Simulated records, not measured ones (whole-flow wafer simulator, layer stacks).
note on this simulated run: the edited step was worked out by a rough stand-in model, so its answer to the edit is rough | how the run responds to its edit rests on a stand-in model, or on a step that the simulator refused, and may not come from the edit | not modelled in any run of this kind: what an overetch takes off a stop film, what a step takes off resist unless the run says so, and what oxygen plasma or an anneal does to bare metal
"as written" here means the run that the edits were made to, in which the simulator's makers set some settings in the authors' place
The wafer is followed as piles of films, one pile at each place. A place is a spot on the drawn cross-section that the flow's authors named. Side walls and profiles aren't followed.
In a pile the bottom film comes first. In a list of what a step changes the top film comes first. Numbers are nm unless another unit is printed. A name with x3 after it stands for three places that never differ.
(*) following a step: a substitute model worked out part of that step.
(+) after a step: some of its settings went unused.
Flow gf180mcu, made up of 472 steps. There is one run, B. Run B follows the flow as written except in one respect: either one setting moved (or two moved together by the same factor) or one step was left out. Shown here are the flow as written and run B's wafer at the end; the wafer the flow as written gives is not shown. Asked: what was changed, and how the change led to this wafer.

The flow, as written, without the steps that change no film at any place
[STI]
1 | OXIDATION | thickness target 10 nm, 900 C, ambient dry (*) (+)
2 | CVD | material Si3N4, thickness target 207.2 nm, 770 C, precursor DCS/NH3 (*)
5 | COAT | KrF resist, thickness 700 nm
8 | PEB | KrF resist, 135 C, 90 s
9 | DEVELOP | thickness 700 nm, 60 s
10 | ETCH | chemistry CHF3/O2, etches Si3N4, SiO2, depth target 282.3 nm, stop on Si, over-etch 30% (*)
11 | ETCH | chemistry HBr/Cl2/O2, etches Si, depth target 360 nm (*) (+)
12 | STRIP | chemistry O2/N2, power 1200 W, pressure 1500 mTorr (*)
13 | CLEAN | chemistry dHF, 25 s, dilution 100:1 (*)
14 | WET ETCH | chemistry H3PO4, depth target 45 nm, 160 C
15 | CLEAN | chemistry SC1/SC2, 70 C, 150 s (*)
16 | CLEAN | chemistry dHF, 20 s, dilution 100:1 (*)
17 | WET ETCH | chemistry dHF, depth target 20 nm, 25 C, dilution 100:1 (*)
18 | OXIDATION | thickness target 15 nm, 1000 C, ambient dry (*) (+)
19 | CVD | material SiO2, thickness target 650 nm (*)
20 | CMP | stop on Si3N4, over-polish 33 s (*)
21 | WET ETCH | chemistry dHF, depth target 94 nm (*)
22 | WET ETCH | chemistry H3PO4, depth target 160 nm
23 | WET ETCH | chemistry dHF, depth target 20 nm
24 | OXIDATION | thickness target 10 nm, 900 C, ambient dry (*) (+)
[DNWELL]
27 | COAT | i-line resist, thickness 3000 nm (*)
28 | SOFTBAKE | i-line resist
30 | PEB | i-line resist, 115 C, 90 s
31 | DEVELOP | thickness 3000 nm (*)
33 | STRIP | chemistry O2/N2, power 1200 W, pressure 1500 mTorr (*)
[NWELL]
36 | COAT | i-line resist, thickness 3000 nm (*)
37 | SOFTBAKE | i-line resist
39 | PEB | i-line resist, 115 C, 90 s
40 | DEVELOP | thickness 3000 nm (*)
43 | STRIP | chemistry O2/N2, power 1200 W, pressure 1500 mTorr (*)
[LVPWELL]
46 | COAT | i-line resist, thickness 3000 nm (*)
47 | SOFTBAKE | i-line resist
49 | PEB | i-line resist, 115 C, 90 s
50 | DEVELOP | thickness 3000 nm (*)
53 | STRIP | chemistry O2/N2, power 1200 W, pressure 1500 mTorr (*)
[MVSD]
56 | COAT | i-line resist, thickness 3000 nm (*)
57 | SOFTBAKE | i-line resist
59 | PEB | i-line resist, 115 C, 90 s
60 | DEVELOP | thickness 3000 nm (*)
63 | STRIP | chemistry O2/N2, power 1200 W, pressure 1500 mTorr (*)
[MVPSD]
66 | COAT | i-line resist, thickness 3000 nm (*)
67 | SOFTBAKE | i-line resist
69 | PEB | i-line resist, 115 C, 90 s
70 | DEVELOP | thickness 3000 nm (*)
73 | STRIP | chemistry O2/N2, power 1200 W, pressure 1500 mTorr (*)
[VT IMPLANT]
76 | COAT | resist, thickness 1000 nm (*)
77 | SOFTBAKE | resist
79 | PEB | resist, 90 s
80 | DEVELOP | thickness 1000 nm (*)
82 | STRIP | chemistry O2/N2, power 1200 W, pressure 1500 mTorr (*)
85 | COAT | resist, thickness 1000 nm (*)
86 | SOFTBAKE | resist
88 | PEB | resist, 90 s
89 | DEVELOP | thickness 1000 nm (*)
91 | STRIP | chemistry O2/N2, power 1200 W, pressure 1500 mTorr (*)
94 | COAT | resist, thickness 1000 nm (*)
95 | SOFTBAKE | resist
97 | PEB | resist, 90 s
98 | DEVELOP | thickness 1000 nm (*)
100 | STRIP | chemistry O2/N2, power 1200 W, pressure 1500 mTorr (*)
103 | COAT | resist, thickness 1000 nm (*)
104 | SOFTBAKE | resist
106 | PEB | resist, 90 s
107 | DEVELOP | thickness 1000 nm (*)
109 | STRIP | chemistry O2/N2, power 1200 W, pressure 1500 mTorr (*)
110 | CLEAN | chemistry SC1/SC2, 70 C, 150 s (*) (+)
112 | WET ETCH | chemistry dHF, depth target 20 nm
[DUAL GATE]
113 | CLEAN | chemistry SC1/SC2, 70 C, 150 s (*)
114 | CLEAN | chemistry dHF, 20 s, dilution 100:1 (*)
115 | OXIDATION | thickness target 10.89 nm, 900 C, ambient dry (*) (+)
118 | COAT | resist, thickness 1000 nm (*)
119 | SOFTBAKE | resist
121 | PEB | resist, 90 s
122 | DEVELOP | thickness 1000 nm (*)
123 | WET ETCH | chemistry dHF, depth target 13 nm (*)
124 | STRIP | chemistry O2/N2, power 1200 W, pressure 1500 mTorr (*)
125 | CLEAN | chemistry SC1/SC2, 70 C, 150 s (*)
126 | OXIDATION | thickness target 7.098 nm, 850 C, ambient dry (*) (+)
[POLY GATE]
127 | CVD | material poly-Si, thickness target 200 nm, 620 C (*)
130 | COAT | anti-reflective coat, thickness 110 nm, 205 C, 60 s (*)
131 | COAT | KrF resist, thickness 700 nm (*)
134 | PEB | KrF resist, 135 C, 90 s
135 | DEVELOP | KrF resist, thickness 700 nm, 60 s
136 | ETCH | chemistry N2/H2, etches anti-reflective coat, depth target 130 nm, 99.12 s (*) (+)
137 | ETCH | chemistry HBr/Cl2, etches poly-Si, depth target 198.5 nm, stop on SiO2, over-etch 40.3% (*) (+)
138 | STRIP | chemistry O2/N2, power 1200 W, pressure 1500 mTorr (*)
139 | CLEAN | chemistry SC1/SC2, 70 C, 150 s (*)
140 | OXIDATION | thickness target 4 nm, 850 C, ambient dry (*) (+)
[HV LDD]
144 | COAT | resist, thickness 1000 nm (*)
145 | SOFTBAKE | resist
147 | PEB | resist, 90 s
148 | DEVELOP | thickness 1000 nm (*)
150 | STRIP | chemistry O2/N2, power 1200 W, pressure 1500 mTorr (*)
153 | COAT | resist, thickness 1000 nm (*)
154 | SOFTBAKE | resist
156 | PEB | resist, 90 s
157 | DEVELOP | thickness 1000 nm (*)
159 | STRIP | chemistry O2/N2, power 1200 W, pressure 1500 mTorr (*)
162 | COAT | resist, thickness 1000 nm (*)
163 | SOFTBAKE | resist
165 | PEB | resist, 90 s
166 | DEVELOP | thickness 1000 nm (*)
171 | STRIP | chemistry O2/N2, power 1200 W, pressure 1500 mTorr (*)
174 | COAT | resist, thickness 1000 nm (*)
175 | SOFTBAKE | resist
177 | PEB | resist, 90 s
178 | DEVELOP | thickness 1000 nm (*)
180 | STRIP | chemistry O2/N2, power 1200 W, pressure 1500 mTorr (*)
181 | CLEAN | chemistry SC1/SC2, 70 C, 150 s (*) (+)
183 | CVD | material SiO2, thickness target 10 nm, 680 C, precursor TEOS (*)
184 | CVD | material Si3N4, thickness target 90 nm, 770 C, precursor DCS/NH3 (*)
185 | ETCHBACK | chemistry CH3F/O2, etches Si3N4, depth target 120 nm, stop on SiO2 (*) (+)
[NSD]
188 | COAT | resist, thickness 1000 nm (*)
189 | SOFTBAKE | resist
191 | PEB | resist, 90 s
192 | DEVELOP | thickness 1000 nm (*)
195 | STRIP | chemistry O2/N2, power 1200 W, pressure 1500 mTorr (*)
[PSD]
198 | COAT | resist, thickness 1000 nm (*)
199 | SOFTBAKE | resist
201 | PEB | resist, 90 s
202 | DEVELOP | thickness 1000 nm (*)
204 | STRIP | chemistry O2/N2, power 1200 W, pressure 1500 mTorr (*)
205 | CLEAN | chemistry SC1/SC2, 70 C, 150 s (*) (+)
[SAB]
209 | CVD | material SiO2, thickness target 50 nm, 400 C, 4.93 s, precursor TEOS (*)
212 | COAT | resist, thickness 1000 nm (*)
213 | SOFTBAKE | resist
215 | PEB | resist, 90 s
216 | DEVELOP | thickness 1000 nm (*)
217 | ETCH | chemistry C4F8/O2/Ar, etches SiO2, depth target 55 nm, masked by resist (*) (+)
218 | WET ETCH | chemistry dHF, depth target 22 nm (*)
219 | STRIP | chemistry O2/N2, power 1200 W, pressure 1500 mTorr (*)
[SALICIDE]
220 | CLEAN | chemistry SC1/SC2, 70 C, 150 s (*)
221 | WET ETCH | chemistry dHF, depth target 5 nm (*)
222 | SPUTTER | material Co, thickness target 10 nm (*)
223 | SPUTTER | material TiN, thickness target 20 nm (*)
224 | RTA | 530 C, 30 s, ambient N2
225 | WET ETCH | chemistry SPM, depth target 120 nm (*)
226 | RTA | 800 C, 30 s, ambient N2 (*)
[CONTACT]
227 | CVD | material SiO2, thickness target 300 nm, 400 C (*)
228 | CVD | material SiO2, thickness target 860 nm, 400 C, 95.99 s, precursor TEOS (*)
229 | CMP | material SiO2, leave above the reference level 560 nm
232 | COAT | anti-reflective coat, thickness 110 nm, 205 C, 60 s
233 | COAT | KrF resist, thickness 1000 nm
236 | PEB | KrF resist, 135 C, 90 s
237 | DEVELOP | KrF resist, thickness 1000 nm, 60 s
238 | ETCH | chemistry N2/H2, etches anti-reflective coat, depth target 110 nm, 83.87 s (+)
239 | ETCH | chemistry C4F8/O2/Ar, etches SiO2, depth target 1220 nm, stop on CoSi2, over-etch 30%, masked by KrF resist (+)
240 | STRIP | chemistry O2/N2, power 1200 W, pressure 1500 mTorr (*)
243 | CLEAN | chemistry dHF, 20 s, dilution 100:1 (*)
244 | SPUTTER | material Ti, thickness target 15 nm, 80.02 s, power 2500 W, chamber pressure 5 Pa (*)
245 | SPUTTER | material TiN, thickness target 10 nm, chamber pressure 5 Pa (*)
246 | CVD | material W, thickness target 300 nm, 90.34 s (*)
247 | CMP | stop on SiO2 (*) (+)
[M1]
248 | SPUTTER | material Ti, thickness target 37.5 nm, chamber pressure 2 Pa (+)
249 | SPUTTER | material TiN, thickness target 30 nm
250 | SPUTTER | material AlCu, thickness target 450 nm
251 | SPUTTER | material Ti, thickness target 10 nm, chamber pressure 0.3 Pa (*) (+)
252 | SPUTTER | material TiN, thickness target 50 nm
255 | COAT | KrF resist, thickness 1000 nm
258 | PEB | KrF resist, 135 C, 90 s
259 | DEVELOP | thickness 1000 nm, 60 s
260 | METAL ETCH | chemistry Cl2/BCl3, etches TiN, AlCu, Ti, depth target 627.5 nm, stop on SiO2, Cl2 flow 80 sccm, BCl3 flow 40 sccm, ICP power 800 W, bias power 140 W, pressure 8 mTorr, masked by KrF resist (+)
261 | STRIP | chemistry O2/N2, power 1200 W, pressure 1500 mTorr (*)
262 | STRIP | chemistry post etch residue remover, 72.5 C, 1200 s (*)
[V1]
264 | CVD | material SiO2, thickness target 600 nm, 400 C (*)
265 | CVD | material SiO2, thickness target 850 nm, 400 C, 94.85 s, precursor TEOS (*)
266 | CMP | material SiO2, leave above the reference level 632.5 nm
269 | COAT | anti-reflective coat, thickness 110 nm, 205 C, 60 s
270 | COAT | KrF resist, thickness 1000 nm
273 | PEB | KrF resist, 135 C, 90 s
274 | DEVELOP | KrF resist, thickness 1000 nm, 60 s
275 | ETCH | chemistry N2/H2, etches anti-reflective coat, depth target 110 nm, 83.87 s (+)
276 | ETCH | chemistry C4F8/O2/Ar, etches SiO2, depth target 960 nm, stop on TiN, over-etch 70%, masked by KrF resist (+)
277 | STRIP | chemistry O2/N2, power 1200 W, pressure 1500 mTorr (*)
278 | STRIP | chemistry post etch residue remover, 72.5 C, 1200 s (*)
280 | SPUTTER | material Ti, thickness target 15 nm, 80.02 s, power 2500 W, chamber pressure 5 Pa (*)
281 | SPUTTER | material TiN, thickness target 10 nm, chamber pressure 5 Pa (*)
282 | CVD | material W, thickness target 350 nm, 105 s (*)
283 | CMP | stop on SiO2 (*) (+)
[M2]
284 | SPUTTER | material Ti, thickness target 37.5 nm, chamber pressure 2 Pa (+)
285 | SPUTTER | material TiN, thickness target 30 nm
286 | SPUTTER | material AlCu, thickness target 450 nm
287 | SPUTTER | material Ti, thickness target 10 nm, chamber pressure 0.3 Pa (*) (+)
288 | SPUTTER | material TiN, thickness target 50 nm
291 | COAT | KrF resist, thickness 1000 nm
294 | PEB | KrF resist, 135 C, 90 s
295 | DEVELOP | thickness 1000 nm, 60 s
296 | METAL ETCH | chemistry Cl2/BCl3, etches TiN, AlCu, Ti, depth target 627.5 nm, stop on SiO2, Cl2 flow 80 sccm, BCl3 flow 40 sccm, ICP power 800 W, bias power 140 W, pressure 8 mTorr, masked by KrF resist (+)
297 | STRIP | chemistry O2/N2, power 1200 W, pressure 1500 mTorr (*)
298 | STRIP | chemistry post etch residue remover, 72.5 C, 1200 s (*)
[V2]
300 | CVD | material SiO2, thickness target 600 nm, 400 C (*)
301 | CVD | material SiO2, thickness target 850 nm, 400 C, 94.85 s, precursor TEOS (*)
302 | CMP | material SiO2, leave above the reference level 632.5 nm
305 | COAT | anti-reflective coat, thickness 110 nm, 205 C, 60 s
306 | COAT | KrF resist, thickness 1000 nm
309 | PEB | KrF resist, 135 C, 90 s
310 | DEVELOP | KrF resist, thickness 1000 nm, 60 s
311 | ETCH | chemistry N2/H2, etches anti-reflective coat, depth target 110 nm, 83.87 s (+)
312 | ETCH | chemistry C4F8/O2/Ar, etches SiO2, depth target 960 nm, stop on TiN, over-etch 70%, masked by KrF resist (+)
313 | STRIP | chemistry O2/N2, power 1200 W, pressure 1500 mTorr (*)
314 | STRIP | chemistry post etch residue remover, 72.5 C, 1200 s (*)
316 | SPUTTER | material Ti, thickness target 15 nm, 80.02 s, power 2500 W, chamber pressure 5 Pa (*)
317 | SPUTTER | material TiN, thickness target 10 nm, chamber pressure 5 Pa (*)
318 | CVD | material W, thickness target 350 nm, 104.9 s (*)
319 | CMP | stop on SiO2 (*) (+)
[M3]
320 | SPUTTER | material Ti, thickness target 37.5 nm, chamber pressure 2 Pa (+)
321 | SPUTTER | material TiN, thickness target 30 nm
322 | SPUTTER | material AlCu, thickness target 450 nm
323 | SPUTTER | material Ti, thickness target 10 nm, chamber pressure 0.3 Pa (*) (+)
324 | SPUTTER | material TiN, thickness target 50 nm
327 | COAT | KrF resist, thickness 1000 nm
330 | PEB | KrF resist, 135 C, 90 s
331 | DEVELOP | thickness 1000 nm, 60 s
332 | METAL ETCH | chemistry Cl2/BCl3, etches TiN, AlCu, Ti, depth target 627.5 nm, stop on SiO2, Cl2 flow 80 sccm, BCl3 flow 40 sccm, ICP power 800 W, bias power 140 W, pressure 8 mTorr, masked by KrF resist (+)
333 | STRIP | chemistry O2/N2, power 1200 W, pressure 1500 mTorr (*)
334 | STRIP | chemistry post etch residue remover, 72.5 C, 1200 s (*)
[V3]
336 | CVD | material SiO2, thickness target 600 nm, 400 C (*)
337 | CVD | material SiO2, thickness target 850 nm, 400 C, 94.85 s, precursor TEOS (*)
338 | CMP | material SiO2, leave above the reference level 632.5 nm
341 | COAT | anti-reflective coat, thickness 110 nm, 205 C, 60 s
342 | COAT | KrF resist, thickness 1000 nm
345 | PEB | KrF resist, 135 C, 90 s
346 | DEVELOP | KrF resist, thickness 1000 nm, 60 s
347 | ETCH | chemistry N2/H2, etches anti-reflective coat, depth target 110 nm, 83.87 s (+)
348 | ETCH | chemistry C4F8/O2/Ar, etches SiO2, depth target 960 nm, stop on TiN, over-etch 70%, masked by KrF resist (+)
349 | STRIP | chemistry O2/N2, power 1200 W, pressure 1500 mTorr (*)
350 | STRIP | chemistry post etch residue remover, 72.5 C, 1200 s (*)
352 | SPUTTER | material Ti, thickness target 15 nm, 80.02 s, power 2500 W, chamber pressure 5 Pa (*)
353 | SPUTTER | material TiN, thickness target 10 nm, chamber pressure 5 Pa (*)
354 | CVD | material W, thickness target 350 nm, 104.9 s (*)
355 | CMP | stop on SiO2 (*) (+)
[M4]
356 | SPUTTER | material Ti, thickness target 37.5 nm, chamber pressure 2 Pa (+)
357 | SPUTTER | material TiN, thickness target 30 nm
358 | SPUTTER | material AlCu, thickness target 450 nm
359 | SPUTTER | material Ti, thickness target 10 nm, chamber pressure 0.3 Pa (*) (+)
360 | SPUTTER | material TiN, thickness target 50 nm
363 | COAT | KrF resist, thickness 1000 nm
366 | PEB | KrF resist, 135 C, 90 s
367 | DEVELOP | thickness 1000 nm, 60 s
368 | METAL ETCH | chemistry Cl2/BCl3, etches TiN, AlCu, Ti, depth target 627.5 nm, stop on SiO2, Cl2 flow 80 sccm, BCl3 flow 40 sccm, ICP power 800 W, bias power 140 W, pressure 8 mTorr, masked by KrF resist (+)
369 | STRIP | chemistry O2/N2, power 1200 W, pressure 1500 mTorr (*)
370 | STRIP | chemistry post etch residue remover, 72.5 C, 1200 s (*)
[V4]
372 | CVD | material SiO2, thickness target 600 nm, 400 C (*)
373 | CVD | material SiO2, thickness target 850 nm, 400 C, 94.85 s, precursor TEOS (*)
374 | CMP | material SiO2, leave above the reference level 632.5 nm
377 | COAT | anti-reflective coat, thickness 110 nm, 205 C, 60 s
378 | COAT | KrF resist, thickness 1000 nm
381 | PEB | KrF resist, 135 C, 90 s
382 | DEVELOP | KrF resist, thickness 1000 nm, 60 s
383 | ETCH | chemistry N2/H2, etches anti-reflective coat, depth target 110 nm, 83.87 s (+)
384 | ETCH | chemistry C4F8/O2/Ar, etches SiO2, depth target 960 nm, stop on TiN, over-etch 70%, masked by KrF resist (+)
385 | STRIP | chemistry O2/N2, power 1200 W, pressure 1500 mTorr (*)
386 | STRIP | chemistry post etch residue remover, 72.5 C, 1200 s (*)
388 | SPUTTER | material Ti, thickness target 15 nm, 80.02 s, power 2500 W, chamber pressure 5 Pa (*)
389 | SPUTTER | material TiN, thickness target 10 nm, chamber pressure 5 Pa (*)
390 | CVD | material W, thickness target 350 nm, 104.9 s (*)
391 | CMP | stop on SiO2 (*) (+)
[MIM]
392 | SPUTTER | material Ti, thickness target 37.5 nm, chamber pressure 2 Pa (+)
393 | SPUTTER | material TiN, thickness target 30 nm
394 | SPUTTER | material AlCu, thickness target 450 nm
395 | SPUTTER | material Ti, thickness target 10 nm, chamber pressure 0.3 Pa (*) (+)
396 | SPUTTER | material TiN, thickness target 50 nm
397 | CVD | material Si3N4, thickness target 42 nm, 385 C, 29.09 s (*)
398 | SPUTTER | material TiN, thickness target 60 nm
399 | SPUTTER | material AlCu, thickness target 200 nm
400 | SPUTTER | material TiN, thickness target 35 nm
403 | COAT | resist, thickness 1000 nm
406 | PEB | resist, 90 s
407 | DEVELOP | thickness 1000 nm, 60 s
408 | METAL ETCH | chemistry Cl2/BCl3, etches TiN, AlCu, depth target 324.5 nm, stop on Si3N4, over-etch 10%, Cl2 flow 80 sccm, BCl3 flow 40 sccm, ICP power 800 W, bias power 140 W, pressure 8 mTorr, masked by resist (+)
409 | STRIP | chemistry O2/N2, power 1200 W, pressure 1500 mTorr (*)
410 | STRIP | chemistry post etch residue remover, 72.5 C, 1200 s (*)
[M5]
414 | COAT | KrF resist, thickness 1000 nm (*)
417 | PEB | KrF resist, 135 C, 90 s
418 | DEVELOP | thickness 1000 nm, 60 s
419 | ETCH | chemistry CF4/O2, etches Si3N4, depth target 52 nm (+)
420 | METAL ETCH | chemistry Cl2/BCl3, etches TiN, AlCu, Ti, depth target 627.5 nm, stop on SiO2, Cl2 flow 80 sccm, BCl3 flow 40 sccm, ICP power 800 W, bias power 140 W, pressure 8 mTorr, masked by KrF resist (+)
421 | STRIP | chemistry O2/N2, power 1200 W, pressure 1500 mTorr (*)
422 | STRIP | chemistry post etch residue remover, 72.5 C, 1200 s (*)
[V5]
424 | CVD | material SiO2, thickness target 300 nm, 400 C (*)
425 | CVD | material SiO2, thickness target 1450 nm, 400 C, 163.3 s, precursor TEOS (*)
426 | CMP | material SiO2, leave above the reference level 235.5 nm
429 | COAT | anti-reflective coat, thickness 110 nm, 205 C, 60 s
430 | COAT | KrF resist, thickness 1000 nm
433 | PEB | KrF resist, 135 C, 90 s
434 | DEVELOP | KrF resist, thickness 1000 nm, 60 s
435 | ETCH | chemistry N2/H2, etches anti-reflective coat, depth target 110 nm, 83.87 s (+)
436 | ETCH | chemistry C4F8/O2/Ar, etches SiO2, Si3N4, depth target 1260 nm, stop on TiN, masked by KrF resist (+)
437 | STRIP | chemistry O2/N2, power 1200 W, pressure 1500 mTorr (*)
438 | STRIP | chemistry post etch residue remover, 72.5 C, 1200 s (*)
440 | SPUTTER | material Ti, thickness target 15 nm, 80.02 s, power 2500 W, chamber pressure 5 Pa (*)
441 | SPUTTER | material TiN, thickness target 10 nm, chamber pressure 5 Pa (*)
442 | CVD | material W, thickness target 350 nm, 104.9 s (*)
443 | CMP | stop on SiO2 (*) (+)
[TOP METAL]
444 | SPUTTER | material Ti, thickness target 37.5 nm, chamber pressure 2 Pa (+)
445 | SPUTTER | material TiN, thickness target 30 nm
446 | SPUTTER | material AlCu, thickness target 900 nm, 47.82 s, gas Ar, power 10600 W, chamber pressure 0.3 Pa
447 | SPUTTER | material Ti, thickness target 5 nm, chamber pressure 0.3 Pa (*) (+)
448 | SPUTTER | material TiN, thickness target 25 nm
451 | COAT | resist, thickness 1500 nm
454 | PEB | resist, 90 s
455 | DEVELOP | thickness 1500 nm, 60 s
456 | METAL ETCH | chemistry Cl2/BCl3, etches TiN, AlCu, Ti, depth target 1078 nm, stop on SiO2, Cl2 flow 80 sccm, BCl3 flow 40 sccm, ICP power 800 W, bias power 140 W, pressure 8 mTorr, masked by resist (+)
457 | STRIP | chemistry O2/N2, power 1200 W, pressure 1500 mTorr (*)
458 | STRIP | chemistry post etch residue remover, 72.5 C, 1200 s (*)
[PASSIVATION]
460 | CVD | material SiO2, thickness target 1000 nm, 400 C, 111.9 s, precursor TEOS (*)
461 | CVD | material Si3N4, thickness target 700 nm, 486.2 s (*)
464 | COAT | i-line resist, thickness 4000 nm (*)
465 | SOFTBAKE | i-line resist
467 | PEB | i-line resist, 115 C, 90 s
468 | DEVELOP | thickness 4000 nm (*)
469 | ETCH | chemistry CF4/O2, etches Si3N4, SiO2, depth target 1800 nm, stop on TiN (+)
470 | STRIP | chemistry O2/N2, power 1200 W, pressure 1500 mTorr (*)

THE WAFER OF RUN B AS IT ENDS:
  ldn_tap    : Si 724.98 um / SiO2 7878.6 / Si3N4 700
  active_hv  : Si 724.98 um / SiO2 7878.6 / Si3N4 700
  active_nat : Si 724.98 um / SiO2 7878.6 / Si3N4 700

What caused this: step 126, OXIDATION: 963 C was run, though the flow has 850 C.

The path from the change to this, step by step:
  126 | OXIDATION | thickness target 7.098 nm, 850 C, ambient dry (*) (+)
      gate_hv, active_hv, active_nat and 25 more: +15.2 SiO2, -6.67 Si (it would be, as written: +3.72 SiO2, -1.64 Si)
      active, n_well, p_well and 12 more: +21.3 SiO2 (new film), -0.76 chemical SiO2 (all of it), -9.02 Si (it would be, as written: +7.1 SiO2 (new film), -0.76 chemical SiO2 (all of it), -2.79 Si)
      (and at 49 other places as well)
  130 | COAT | anti-reflective coat, thickness 110 nm, 205 C, 60 s (*)
      p_well, spacer, sd_n: +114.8 anti-reflective coat (new film) (it would be, as written: +121 anti-reflective coat (new film))
      gate, sd_p: +113.8 anti-reflective coat (new film) (it would be, as written: +117 anti-reflective coat (new film))
      (and at 36 other places as well)
  136 | ETCH | chemistry N2/H2, etches anti-reflective coat, depth target 130 nm, 99.12 s (*) (+)
      p_well, spacer, sd_n: -114.8 anti-reflective coat (all of it), -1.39 poly-Si (it would be, as written: -121 anti-reflective coat (all of it), -1.23 poly-Si)
      field__w1: -102.7 anti-reflective coat (all of it), -1.7 poly-Si (it would be, as written: -99.6 anti-reflective coat (all of it), -1.78 poly-Si)
      (and at 27 other places as well)
  138 | STRIP | chemistry O2/N2, power 1200 W, pressure 1500 mTorr (*)
      gate: +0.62 chemical SiO2 (new film), -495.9 KrF resist (all of it), -113.8 anti-reflective coat (all of it), -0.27 poly-Si (it would be, as written: +0.62 chemical SiO2 (new film), -496.5 KrF resist (all of it), -117 anti-reflective coat (all of it), -0.27 poly-Si)
      gate_p: +0.62 chemical SiO2 (new film), -495.8 KrF resist (all of it), -113.9 anti-reflective coat (all of it), -0.27 poly-Si (it would be, as written: +0.62 chemical SiO2 (new film), -496.2 KrF resist (all of it), -117 anti-reflective coat (all of it), -0.27 poly-Si)
      (and at 8 other places as well)
  145 | SOFTBAKE | resist
      nw_enc_fld_lv__w3: -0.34 resist (it would be, as written: +0.39 resist)
  154 | SOFTBAKE | resist
      nw_enc_fld_lv__w3: -0.34 resist (it would be, as written: +0.39 resist)
  163 | SOFTBAKE | resist
      nw_enc_fld_lv__w3: -0.34 resist (it would be, as written: +0.39 resist)
  175 | SOFTBAKE | resist
      nw_enc_fld_lv__w3: -0.34 resist (it would be, as written: +0.39 resist)
  218 | WET ETCH | chemistry dHF, depth target 22 nm (*)
      ldn_tap, ldn_src, ldn_drn, ldp_tap, ldp_src, ldp_drn, ldp_gr: -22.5 SiO2 (it would be, as written: -16 SiO2 (all of it))
      active, sd_n, iso_ptap_pw, iso_ntap_nw, iso_ptap_sub, vpnp_e: -22.6 SiO2 (it would be, as written: -9.01 SiO2 (all of it))
      (and at 10 other places as well)
  219 | STRIP | chemistry O2/N2, power 1200 W, pressure 1500 mTorr (*)
      active, p_well, sd_n and 18 more: nothing (it would be, as written: +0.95 chemical SiO2 (new film), -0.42 Si)
  220 | CLEAN | chemistry SC1/SC2, 70 C, 150 s (*)
      p_well: -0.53 SiO2 (all of it) (it would be, as written: -0.19 chemical SiO2, -0.21 Si)
  221 | WET ETCH | chemistry dHF, depth target 5 nm (*)
      active_hv, active_nat, ld_sd_n and 10 more: -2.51 SiO2 (it would be, as written: -0.76 chemical SiO2 (all of it))
      active, p_well, sd_n, iso_ptap_pw, iso_ntap_nw, iso_ptap_sub, vpnp_e: nothing (it would be, as written: -0.76 chemical SiO2 (all of it))
      (and at 1 other place as well)
  224 | RTA | 530 C, 30 s, ambient N2
      ldn_tap, ldn_src, ldn_drn, ldp_tap, ldp_src, ldp_drn, ldp_gr: nothing (it would be, as written: under 1 film: +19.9 CoSi (new film), -10 Co (all of it), -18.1 Si)
      active_hv: nothing (it would be, as written: under 1 film: +19 CoSi (new film), -9.55 Co (all of it), -17.3 Si)
      (and at 5 other places as well)
  225 | WET ETCH | chemistry SPM, depth target 120 nm (*)
      ldn_tap, ldn_src, ldn_drn, ldp_tap, ldp_src, ldp_drn, ldp_gr: -20 TiN (all of it), -10 Co (all of it) (it would be, as written: -20 TiN (all of it))
      active_hv: -19 TiN (all of it), -9.53 Co (all of it) (it would be, as written: -19 TiN (all of it))
      (and at 5 other places as well)
  226 | RTA | 800 C, 30 s, ambient N2 (*)
      ldn_tap, ldn_src, ldn_drn, ldp_tap, ldp_src, ldp_drn, ldp_gr: nothing (it would be, as written: +35 CoSi2 (new film), -19.9 CoSi (all of it), -18.1 Si)
      active_hv: nothing (it would be, as written: +33.4 CoSi2 (new film), -19 CoSi (all of it), -17.3 Si)
      (and at 6 other places as well)
  227 | CVD | material SiO2, thickness target 300 nm, 400 C (*)
      active_hv, active_nat, ld_sd_n and 10 more: +300 SiO2 (it would be, as written: +300 SiO2 (new film))
  229 | CMP | material SiO2, leave above the reference level 560 nm
      gate_hv, gate_nat, ld_gate_n and 11 more: -526.8 SiO2 (it would be, as written: -514.3 SiO2)
      ldn_sep__w1, ldn_dft, ldn_out, ldp_sep__w1, ldp_sep__w2, ldp_dft, ldp_fld__w2: -318.7 SiO2 (it would be, as written: -311.1 SiO2)
      (and at 58 other places as well)
With metal films that touch counted as one body, ldn_tap has 0 bodies; the flow as written gives 1 body.
With metal films that touch counted as one body, active_hv has 0 bodies; the flow as written gives 1 body.
With metal films that touch counted as one body, active_nat has 0 bodies; the flow as written gives 1 body.
